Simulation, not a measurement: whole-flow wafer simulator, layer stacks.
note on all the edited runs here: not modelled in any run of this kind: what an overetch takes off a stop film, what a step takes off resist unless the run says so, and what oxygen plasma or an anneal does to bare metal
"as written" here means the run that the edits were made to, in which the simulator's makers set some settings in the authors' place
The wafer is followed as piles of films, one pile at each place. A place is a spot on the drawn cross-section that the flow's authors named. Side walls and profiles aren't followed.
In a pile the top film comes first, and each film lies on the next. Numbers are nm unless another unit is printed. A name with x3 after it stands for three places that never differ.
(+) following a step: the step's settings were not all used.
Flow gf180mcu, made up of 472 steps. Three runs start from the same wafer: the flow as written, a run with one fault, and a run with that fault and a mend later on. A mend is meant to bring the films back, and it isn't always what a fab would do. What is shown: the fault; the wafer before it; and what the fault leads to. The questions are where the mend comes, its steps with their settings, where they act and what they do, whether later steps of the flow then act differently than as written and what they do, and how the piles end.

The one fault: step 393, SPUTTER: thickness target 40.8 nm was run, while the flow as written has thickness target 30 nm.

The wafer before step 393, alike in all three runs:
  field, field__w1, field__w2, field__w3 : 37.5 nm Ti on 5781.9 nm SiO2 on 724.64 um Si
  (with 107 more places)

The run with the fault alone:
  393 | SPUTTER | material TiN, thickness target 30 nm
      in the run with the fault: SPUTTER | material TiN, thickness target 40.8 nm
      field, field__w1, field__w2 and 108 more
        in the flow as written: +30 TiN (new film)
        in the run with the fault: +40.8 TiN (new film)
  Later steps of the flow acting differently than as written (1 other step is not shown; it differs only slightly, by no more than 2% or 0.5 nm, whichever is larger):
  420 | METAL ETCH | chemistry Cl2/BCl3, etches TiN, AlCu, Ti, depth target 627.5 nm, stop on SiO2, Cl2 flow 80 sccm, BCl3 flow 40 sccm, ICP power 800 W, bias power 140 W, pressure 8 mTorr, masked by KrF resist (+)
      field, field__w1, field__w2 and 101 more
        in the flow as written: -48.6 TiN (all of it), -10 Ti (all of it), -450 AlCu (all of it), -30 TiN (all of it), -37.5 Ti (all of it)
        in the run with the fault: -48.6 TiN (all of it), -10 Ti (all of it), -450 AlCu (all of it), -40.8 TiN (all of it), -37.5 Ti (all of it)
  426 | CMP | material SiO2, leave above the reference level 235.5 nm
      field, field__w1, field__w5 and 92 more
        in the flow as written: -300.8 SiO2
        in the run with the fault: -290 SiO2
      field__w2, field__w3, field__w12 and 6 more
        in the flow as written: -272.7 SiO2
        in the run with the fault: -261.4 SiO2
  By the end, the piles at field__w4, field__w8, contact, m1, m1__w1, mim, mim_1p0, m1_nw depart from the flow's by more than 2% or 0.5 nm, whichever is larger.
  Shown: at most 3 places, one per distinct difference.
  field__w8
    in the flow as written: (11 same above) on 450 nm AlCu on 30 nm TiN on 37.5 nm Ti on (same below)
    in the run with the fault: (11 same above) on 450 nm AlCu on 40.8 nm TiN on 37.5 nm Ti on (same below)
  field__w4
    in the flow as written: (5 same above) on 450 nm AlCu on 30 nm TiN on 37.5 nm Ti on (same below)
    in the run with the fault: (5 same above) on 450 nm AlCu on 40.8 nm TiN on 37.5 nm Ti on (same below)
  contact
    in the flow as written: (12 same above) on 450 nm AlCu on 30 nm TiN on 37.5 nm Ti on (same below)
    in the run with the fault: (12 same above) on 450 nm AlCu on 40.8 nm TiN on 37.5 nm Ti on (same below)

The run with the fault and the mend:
  After step 393 comes the mend.
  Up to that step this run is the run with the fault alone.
  393a | METAL ETCH | chemistry Cl2/BCl3, etches TiN, AlCu, Ti, depth target 10.8 nm, Cl2 flow 80 sccm, BCl3 flow 40 sccm, ICP power 800 W, bias power 140 W, pressure 8 mTorr (the flow's step 260, run once more with other settings)
      field, field__w1, field__w2 and 108 more
        -10.8 TiN
  None of the later steps of the flow acts differently than as written at any place that is followed.
  By the end, the piles equal the flow's at every place that both follow.
